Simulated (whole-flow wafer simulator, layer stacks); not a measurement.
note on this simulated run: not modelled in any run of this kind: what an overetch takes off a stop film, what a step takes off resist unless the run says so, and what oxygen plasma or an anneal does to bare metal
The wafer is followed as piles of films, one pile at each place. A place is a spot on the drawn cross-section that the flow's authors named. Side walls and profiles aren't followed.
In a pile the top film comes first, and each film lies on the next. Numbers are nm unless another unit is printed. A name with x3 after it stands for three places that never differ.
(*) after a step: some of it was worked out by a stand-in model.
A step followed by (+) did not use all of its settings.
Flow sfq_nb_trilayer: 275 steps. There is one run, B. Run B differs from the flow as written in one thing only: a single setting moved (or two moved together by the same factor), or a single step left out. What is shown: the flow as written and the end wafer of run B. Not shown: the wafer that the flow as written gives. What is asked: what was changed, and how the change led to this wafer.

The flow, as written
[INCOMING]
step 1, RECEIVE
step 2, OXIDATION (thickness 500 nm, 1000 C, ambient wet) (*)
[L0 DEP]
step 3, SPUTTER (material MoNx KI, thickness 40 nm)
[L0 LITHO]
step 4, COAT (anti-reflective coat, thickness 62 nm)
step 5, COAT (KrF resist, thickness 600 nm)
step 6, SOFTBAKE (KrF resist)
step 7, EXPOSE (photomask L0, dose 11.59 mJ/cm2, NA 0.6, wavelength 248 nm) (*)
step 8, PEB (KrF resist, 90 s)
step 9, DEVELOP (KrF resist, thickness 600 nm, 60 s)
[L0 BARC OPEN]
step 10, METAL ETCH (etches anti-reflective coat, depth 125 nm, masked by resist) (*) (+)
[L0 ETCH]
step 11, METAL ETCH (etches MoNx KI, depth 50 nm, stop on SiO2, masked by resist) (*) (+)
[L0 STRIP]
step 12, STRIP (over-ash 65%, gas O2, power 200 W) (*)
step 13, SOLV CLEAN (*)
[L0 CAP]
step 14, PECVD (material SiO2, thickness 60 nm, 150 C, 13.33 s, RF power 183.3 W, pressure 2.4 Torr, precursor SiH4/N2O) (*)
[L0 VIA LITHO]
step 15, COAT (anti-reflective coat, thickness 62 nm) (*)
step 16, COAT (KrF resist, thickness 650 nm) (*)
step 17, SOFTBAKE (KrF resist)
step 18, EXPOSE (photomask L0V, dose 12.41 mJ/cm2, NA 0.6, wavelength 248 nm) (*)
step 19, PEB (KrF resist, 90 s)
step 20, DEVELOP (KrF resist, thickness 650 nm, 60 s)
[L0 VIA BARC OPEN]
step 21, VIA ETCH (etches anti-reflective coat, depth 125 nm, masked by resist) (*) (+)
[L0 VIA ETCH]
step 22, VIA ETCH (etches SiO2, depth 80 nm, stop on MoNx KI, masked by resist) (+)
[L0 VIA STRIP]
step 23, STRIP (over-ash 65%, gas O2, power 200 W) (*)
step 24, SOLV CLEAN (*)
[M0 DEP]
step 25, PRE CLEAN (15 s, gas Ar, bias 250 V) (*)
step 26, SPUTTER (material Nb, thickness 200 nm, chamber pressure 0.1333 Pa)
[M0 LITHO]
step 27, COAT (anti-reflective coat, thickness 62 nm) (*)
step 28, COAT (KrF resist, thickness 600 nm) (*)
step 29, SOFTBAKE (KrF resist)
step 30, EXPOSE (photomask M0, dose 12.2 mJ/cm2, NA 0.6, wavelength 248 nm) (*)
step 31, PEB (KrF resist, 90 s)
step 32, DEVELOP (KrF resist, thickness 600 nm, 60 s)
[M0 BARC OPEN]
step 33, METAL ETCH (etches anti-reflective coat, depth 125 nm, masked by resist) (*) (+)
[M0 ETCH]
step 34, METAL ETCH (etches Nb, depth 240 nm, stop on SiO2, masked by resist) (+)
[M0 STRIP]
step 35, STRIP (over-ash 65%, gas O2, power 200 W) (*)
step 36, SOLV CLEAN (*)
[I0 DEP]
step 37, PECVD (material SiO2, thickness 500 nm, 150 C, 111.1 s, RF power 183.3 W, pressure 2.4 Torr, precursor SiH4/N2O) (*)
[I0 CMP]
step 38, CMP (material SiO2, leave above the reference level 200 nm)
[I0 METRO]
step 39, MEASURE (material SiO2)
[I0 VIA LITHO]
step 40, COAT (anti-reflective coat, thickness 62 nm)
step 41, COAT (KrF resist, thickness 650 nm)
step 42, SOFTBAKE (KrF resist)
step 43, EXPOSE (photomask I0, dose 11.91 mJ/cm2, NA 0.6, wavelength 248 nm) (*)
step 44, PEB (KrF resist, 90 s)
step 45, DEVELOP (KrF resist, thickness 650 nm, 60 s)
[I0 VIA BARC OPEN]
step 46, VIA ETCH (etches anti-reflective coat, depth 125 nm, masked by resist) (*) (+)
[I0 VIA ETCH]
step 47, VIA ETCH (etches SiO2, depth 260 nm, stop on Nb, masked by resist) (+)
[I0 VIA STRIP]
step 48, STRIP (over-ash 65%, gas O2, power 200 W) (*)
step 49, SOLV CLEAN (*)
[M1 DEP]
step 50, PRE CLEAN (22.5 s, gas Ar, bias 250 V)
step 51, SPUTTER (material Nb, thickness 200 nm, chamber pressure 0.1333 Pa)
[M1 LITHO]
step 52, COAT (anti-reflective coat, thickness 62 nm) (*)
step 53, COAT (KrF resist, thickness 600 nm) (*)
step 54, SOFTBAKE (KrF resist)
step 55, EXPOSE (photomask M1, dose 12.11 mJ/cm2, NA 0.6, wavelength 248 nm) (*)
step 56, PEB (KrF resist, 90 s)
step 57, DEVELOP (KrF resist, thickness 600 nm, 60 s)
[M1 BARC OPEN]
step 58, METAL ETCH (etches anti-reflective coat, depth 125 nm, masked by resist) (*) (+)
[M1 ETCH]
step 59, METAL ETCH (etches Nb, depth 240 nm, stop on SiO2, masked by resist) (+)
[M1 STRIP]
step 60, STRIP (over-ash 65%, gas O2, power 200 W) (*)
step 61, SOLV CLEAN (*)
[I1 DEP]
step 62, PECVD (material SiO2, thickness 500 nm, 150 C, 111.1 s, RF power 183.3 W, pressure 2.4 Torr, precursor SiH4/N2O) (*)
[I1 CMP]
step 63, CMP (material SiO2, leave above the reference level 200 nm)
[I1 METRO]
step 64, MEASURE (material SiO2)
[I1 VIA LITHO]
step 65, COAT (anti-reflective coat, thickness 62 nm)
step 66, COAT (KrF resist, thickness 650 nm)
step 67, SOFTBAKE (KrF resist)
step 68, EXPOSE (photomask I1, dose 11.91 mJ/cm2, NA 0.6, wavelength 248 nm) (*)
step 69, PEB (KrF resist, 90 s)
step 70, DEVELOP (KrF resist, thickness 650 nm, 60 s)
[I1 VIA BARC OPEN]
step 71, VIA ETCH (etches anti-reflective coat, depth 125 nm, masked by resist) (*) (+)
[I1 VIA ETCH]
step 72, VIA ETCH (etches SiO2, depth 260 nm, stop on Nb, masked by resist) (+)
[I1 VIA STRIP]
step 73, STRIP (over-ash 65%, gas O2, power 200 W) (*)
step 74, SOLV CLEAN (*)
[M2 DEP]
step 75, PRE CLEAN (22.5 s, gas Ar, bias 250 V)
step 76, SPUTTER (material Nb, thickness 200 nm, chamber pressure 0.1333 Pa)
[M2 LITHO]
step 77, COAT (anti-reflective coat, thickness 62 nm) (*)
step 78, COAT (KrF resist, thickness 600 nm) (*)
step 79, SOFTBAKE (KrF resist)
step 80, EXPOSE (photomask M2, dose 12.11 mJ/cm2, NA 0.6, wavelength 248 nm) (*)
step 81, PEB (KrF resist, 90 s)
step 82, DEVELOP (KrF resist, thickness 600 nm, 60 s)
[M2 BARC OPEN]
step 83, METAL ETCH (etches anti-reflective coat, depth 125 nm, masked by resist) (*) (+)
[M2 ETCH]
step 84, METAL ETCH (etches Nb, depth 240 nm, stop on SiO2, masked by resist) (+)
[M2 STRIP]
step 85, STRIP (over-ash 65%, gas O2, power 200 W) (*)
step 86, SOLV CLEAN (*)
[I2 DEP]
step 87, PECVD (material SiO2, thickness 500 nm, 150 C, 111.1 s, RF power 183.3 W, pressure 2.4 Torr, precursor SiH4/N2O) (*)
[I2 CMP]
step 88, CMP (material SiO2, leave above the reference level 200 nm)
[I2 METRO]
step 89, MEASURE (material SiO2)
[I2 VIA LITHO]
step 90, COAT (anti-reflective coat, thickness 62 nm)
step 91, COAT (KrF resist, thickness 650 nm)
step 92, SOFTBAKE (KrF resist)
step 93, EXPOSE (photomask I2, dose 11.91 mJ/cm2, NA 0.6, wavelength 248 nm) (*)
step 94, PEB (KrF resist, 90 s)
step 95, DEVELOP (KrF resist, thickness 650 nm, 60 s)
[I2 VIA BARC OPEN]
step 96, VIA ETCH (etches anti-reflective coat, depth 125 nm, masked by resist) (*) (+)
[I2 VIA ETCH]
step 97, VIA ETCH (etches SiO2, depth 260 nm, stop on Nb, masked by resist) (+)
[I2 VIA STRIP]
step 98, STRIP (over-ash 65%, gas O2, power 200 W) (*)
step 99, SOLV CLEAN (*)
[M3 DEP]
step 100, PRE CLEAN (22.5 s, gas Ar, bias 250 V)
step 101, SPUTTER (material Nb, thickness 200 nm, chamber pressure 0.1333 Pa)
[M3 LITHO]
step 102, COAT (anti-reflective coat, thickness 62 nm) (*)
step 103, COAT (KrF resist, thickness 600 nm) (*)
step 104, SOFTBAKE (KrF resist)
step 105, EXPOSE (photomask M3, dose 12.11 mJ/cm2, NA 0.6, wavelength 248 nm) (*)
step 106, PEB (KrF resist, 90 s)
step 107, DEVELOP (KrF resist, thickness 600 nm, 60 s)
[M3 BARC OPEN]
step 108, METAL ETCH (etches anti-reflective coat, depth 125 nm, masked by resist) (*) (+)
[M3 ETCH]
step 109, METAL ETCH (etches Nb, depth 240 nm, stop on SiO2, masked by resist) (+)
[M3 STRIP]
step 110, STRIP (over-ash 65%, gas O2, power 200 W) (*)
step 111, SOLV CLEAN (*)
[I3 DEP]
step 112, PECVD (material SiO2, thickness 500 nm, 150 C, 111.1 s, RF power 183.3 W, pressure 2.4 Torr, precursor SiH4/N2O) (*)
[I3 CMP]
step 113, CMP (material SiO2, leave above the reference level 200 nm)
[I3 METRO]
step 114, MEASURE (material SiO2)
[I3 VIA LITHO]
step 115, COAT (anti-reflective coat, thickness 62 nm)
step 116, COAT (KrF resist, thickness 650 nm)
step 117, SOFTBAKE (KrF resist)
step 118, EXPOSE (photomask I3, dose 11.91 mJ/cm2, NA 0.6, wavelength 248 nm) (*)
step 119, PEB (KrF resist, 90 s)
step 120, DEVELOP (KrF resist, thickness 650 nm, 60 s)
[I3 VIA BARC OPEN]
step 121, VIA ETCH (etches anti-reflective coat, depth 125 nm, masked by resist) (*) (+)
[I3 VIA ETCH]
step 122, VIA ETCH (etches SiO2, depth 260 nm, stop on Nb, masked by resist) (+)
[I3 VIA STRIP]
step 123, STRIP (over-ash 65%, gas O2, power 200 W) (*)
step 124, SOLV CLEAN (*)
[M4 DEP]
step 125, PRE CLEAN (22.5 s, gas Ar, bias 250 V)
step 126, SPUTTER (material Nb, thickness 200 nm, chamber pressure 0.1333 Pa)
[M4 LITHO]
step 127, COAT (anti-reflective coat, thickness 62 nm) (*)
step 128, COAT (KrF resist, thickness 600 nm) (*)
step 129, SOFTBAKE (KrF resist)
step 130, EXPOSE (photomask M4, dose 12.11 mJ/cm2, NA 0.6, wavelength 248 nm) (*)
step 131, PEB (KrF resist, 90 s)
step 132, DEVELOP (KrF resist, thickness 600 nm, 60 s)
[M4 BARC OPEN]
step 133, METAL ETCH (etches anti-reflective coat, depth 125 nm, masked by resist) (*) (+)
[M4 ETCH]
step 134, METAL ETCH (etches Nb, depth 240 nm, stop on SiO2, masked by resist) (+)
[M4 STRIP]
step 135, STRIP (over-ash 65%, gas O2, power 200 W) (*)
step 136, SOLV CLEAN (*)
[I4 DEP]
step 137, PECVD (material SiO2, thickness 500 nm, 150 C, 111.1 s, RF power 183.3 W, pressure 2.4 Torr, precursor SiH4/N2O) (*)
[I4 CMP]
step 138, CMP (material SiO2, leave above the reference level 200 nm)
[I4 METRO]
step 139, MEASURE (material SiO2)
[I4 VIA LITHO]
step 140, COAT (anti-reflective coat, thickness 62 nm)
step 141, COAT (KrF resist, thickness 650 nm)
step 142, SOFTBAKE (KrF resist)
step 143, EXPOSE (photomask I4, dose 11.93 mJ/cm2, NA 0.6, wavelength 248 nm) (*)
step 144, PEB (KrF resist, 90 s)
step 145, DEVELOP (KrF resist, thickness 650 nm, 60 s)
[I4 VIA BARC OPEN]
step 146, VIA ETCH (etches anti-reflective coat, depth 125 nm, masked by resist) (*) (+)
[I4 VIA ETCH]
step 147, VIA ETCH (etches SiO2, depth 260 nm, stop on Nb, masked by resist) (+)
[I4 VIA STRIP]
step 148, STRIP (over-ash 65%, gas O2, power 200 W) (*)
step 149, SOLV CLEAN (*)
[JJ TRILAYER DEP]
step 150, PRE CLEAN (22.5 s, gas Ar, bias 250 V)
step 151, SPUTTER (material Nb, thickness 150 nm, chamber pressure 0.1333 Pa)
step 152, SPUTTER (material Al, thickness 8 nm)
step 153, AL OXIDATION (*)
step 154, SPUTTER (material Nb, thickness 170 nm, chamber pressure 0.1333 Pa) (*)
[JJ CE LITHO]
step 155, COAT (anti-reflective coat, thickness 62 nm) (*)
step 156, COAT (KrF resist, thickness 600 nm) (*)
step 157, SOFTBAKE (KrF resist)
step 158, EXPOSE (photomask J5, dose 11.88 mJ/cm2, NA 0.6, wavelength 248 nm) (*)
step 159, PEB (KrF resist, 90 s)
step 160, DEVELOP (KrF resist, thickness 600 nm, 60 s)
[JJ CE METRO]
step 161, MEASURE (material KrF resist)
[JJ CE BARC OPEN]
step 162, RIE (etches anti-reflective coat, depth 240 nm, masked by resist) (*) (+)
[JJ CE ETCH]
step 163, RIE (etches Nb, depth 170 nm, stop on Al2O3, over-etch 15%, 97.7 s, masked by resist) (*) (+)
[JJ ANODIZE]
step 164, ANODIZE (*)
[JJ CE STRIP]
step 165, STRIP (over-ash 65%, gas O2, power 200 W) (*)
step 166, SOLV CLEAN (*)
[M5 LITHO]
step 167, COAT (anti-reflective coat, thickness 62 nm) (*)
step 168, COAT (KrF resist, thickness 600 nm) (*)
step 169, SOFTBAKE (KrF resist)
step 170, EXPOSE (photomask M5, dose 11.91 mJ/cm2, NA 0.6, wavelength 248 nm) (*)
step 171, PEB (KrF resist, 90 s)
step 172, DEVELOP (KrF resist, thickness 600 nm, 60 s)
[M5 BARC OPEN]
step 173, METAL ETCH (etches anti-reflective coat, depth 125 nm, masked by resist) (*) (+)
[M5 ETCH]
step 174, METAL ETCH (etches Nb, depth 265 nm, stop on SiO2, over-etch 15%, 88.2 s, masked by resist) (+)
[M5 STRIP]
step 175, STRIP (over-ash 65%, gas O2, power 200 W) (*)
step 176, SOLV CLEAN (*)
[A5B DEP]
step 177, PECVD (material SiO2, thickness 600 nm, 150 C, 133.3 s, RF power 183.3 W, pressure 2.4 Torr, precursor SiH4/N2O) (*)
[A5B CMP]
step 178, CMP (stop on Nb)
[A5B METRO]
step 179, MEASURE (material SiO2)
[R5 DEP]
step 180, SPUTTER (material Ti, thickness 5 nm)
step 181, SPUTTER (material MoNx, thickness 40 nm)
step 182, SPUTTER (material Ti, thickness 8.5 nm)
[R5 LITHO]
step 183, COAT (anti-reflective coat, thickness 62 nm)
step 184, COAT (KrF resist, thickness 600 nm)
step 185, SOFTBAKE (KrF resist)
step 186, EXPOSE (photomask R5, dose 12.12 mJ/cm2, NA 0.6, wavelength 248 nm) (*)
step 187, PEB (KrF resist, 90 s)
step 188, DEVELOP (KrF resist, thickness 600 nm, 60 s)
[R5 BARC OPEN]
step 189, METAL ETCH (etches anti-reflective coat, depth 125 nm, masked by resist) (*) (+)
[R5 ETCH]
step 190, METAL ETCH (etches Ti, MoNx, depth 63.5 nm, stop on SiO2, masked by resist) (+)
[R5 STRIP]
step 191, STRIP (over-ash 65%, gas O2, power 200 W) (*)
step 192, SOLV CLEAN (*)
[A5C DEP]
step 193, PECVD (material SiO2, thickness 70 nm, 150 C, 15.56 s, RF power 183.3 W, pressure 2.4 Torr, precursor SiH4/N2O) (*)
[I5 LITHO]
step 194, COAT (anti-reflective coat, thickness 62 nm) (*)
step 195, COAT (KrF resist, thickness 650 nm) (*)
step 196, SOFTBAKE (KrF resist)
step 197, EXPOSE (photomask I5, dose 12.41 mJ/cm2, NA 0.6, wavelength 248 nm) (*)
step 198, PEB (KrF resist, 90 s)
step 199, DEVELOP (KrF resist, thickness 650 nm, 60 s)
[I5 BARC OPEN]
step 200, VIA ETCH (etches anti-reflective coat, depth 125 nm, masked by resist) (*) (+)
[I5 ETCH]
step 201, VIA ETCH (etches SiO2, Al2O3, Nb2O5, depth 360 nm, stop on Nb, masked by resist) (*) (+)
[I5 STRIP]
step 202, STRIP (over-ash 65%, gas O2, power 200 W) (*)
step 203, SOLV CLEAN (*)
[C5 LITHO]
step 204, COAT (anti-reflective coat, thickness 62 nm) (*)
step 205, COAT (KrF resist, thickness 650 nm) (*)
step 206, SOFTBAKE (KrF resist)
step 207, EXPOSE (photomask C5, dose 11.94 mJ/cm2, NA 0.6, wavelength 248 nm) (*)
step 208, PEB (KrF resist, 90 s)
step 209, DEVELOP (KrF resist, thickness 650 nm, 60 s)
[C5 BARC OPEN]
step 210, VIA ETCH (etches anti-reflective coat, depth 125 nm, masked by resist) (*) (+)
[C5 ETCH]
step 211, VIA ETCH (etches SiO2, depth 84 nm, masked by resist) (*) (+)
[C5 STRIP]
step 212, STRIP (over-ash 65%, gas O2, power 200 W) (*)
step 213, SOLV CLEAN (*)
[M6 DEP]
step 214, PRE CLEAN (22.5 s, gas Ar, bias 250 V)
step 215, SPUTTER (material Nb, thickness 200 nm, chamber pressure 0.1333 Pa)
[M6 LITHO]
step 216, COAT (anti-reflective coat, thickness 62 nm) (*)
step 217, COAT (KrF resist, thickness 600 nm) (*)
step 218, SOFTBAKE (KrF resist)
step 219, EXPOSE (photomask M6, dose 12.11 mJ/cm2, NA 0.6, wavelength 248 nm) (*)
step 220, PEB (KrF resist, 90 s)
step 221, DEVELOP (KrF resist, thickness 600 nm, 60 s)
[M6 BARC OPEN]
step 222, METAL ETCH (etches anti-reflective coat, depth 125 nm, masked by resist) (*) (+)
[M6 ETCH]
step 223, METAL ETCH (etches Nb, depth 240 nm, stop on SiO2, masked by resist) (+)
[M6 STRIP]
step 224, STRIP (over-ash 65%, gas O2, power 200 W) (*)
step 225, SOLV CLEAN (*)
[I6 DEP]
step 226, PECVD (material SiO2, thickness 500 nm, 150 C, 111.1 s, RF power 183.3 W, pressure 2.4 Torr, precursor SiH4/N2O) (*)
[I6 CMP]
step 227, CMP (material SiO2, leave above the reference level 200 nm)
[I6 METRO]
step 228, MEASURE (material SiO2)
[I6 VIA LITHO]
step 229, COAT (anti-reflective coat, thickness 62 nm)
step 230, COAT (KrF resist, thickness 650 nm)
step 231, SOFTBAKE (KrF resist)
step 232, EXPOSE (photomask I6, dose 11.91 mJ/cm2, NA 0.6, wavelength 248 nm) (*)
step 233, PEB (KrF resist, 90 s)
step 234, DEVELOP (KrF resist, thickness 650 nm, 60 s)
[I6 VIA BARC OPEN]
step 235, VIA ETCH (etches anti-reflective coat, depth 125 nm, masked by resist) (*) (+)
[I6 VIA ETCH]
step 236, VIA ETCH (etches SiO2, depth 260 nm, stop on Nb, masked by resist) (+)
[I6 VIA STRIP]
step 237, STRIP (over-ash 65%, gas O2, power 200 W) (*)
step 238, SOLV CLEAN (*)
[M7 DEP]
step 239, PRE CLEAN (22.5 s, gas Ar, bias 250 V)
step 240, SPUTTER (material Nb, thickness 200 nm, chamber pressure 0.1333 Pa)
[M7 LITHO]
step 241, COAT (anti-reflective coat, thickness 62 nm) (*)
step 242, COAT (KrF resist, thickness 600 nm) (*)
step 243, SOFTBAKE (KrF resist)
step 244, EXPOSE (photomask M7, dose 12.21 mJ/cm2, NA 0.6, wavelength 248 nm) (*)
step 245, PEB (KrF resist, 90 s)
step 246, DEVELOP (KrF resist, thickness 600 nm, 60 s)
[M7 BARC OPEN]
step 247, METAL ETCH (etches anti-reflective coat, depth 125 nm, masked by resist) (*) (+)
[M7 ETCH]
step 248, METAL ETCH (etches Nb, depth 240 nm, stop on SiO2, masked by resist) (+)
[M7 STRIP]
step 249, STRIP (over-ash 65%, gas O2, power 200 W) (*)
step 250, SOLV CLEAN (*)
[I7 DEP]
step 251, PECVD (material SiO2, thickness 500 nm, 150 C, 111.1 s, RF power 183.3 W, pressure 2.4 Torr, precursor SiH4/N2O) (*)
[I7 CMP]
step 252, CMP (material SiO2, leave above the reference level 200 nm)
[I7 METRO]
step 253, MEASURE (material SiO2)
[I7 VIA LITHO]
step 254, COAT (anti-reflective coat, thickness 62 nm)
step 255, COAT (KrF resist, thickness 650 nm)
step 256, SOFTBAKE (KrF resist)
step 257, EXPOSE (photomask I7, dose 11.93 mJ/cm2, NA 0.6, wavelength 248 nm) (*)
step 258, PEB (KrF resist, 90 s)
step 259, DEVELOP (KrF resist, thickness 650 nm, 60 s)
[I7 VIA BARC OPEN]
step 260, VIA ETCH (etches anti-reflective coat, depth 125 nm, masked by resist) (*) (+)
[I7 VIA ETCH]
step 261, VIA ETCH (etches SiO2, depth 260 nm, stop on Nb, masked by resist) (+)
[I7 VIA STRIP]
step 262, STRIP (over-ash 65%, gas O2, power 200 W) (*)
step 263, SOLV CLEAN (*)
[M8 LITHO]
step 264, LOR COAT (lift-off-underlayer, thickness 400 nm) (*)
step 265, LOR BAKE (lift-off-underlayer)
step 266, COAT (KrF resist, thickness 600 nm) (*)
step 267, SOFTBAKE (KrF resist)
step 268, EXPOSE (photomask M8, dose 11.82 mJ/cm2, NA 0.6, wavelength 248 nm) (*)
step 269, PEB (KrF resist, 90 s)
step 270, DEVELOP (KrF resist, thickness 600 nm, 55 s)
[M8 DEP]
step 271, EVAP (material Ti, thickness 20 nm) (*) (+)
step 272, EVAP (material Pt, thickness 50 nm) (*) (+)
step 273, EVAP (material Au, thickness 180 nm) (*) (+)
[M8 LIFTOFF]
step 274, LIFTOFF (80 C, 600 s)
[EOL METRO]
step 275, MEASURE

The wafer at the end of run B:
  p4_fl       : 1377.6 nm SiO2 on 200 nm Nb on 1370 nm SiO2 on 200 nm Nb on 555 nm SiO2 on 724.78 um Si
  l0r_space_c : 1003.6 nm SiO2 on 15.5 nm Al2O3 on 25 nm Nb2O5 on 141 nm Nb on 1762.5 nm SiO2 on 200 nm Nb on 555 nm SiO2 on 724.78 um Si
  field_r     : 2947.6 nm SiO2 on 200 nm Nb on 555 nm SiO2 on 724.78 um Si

Cause: step 152, SPUTTER: thickness 9.68 nm was run, whereas the flow has thickness 8 nm.

The path from the change to this, step by step:
  step 152, SPUTTER (material Al, thickness 8 nm)
      field_l, v_sur, via_sp and 100 more: Al gains 9.68 (new film) (it would be, as written: Al gains 8 (new film))
      via_wl, via_wr: Al gains 6.22 (new film) (it would be, as written: Al gains 5.14 (new film))
      (as well as at 1 more place)
  step 164, ANODIZE (*)
      field_l, v_sur, via_sp and 96 more: Al2O3 gains 15, Nb2O5 gains 25 (new film), Al loses 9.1 (all of it), Nb loses 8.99 (it would be, as written: Al2O3 gains 12.2, Nb2O5 gains 29.9 (new film), Al loses 7.42 (all of it), Nb loses 10.8)
      via_wl, via_wr: Al2O3 gains 9.3 (new film), Nb2O5 gains 36 (new film), Al loses 5.64 (all of it), Nb loses 13 (it would be, as written: Al2O3 gains 7.52 (new film), Nb2O5 gains 39.2 (new film), Al loses 4.56 (all of it), Nb loses 14.1)
      (as well as at 1 more place)
  step 174, METAL ETCH (etches Nb, depth 265 nm, stop on SiO2, over-etch 15%, 88.2 s, masked by resist) (+)
      field_l, r_sur, res and 50 more: Al2O3 loses 15.4 (all of it), Nb2O5 loses 25 (all of it), Nb loses 141 (all of it), SiO2 loses 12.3 (it would be, as written: Al2O3 loses 12.6 (all of it), Nb2O5 loses 29.9 (all of it), Nb loses 139.2 (all of it), SiO2 loses 12.3)
  step 201, VIA ETCH (etches SiO2, Al2O3, Nb2O5, depth 360 nm, stop on Nb, masked by resist) (*) (+)
      be: SiO2 loses 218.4 (all of it), Al2O3 loses 15.5 (all of it), Nb2O5 loses 25 (all of it) (it would be, as written: SiO2 loses 216.4 (all of it), Al2O3 loses 12.7 (all of it), Nb2O5 loses 29.9 (all of it))
